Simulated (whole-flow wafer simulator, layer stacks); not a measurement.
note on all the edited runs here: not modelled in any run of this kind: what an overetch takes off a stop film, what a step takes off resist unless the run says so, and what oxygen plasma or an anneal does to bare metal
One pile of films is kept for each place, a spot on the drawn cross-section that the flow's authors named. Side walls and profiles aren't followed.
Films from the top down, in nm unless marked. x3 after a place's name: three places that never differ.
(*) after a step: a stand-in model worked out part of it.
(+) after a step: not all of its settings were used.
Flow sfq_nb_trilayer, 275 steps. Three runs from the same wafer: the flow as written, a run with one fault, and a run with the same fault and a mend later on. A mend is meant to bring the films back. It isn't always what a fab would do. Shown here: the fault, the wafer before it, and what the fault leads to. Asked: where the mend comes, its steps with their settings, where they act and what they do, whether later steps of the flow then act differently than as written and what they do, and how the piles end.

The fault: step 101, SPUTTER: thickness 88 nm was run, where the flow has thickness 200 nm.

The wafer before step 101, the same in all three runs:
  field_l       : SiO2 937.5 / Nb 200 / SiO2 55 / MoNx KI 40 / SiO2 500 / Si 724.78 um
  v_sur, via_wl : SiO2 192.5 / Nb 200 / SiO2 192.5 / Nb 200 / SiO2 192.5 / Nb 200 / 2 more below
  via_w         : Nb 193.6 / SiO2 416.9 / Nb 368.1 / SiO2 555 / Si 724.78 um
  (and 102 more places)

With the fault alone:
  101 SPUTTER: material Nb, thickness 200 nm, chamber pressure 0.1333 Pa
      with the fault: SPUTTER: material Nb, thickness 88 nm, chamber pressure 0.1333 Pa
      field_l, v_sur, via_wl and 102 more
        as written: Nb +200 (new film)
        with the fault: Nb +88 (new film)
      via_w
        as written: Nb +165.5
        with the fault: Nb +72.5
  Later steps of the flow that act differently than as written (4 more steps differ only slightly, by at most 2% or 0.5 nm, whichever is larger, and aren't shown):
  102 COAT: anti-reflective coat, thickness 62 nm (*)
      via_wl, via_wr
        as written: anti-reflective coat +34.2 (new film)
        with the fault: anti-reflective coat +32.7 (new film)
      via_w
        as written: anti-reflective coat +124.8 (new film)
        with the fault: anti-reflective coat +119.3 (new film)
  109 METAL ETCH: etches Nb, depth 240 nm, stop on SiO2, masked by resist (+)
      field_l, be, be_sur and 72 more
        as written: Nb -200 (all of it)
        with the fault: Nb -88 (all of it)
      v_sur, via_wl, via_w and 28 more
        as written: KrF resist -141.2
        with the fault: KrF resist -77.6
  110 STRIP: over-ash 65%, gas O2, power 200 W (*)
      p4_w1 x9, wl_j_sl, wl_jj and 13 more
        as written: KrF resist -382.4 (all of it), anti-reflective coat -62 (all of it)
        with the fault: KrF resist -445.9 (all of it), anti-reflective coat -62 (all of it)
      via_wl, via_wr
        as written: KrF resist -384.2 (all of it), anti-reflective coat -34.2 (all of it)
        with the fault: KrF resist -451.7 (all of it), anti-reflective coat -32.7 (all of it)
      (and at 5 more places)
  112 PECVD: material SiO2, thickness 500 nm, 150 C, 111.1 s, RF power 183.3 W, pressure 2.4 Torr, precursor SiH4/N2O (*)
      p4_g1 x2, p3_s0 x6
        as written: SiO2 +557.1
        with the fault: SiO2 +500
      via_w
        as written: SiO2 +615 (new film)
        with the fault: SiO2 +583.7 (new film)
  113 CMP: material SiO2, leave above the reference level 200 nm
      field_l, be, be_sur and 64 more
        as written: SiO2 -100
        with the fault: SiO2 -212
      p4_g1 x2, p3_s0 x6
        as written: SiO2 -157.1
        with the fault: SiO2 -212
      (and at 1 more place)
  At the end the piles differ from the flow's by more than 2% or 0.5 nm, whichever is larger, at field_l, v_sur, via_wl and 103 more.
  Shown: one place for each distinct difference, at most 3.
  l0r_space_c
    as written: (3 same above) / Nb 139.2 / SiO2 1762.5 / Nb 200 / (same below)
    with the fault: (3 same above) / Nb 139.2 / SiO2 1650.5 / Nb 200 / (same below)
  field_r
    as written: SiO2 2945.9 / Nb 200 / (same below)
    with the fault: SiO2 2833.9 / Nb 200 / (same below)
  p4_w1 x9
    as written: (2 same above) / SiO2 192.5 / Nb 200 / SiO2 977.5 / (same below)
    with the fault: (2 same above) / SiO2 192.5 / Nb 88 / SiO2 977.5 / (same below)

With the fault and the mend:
  The mend comes after step 107.
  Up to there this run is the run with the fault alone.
  107a STRIP: over-ash 65%, gas O2, power 200 W (*)
      p4_fl x3, p4_g1 x2, p3_s0 x6 and 42 more
        anti-reflective coat -62 (all of it)
      p4_w1 x9, wl_j_sl, wl_jj and 13 more
        KrF resist -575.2 (all of it), anti-reflective coat -62 (all of it)
      r_sur, res, r_end and 9 more
        anti-reflective coat -61.8 (all of it)
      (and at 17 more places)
  107b SPUTTER: material Nb, thickness 112 nm, chamber pressure 0.1333 Pa (the flow's step 101 once more, with other settings)
      field_l, v_sur, via_wl and 102 more
        Nb +112
      via_w
        Nb +92.2
  107c COAT: anti-reflective coat, thickness 62 nm (*) (the flow's step 102 once more)
      p4_fl x3, p4_w1 x9, p4_g1 x2 and 63 more
        anti-reflective coat +62 (new film)
      r_sur, res, r_end and 9 more
        anti-reflective coat +61.8 (new film)
      jj_sur, ce_l, c5j, ce_r, sp_r, be_r
        anti-reflective coat +61.7 (new film)
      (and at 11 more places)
  107d COAT: KrF resist, thickness 600 nm (*) (the flow's step 103 once more)
      p4_fl x3, p4_w1 x9, p4_g1 x2 and 63 more
        KrF resist +600 (new film)
      res, r_end, moat, field_r, lsp_l, l0_sur
        KrF resist +599.4 (new film)
      ln_m5, lsp_m, ln_m6, lsp_r
        KrF resist +599.5 (new film)
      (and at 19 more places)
  107e SOFTBAKE: KrF resist (the flow's step 104 once more)
      changes no film at any place that is followed
  107f EXPOSE: photomask M3, dose 12.11 mJ/cm2, NA 0.6, wavelength 248 nm (*) (the flow's step 105 once more)
      changes no film at any place that is followed
  107g PEB: KrF resist, 90 s (the flow's step 106 once more)
      wire, be, be_sur and 96 more
        KrF resist -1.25
      field_l, via_v
        KrF resist -1.24
      via_wl, via_wr
        KrF resist -1.26
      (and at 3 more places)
  107h DEVELOP: KrF resist, thickness 600 nm, 60 s (the flow's step 107 once more)
      p4_fl x3, p4_g1 x2, p3_s0 x6 and 42 more
        KrF resist -598.7 (all of it)
      v_sur, via_wl, via_w and 28 more
        KrF resist -23.5
      moat, field_r, lsp_l, ln_m5, lsp_m, ln_m6, lsp_r, l0_sur
        KrF resist -598.2 (all of it)
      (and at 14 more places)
  No later step of the flow acts differently than as written, at any place that is followed, by more than 2% or 0.5 nm, whichever is larger.
  At the end the piles differ from the flow's only slightly at the places that both follow, by at most 2% or 0.5 nm, whichever is larger.
